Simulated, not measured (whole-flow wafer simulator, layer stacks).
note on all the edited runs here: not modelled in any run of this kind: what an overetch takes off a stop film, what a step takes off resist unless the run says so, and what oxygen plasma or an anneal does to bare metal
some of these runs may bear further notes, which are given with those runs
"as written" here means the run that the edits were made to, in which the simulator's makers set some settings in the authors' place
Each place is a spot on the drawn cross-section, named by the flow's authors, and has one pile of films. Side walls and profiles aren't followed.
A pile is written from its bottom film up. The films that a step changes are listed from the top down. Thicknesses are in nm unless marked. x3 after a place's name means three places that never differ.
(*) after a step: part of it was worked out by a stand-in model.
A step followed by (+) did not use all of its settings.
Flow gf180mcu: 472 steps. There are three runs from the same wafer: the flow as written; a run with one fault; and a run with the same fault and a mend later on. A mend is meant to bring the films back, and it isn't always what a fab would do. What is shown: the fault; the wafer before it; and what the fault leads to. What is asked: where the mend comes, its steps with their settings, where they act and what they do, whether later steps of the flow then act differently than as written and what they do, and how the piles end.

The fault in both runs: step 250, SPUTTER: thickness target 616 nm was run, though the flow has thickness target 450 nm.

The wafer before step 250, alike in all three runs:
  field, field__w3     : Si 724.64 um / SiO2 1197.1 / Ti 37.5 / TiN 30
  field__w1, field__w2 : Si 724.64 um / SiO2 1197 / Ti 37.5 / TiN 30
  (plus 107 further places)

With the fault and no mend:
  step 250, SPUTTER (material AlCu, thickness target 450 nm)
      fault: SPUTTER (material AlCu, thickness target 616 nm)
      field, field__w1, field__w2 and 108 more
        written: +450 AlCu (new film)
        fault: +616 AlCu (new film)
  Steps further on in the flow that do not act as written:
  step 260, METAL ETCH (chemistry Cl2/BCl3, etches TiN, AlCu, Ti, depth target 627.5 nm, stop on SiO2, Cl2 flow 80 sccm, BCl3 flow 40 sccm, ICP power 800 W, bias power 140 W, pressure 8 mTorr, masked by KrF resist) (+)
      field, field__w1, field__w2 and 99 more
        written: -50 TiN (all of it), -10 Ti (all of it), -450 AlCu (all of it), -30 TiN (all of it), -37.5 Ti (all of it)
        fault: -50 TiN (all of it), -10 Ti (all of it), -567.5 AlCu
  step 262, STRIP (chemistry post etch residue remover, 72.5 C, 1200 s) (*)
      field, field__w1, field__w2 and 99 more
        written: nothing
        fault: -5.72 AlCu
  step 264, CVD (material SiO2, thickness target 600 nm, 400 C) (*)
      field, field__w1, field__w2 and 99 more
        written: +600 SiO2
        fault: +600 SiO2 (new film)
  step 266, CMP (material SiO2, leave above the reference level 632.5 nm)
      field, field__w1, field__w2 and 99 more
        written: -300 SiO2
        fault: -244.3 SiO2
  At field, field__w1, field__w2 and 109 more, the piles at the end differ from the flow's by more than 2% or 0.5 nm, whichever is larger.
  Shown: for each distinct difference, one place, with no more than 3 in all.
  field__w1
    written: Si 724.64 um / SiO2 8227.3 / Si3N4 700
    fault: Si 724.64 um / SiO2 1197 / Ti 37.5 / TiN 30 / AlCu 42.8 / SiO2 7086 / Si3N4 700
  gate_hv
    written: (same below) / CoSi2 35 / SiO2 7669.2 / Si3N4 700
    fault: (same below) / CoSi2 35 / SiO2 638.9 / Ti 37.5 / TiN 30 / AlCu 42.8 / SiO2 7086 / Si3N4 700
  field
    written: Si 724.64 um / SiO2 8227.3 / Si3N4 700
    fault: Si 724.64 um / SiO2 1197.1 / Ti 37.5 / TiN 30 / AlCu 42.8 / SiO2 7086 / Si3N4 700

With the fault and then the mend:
  After step 250 comes the mend.
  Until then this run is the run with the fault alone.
  step 250a, METAL ETCH (chemistry Cl2/BCl3, etches TiN, AlCu, Ti, depth target 166 nm, Cl2 flow 80 sccm, BCl3 flow 40 sccm, ICP power 800 W, bias power 140 W, pressure 8 mTorr)
      field, field__w1, field__w2 and 108 more
        -166 AlCu
  None of the later steps of the flow acts differently than as written at any place that is followed.
  The piles end the same as the flow's at every place that both follow.
